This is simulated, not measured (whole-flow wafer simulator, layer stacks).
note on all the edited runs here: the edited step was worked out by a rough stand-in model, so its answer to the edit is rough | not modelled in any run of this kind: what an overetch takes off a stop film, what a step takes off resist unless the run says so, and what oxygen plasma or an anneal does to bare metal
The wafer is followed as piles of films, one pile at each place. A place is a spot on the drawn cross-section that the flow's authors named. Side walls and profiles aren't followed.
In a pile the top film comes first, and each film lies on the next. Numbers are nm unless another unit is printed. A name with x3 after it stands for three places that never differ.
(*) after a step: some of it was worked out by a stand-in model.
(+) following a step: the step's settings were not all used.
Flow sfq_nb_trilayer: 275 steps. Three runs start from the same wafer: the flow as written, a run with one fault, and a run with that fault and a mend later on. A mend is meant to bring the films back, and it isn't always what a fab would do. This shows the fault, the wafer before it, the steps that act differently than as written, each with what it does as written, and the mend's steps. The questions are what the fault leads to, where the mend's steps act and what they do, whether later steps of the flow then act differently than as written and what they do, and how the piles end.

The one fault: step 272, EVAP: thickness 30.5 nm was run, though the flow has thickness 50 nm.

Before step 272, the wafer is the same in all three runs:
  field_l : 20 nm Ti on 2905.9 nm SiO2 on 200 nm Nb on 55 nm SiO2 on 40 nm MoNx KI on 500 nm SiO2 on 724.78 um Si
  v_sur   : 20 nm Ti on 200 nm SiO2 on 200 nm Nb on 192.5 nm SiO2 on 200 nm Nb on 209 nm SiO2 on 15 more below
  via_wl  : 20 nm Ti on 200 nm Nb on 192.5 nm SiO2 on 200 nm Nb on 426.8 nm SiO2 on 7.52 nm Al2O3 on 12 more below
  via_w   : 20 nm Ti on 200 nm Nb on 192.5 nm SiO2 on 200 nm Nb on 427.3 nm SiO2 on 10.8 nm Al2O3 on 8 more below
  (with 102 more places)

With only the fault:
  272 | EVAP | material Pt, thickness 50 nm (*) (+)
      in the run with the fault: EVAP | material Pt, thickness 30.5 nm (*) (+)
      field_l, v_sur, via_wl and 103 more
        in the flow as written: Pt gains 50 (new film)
        in the run with the fault: Pt gains 30.5 (new film)
  Steps later in the flow that act otherwise than as written:
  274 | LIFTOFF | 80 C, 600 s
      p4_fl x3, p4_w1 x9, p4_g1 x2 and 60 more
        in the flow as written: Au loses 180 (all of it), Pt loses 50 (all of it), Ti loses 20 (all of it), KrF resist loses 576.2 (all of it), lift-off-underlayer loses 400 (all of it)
        in the run with the fault: Au loses 180 (all of it), Pt loses 30.5 (all of it), Ti loses 20 (all of it), KrF resist loses 576.2 (all of it), lift-off-underlayer loses 400 (all of it)
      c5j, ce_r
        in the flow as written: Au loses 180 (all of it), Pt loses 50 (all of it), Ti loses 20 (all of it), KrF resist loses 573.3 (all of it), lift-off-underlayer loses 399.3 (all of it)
        in the run with the fault: Au loses 180 (all of it), Pt loses 30.5 (all of it), Ti loses 20 (all of it), KrF resist loses 573.3 (all of it), lift-off-underlayer loses 399.3 (all of it)
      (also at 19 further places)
  By the end, the piles at field_l, v_sur, via_wl and 8 more depart from the flow's by more than 2% or 0.5 nm, whichever is larger.
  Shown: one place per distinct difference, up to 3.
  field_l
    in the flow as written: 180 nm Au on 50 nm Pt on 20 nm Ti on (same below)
    in the run with the fault: 180 nm Au on 30.5 nm Pt on 20 nm Ti on (same below)

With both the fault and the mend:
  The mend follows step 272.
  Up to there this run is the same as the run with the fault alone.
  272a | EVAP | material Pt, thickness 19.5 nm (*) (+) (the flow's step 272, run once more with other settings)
      field_l, v_sur, via_wl and 103 more
        Pt gains 19.5
  Every later step of the flow that is run acts as written at every place that is followed.
  The piles end the same as the flow's at every place that both follow.
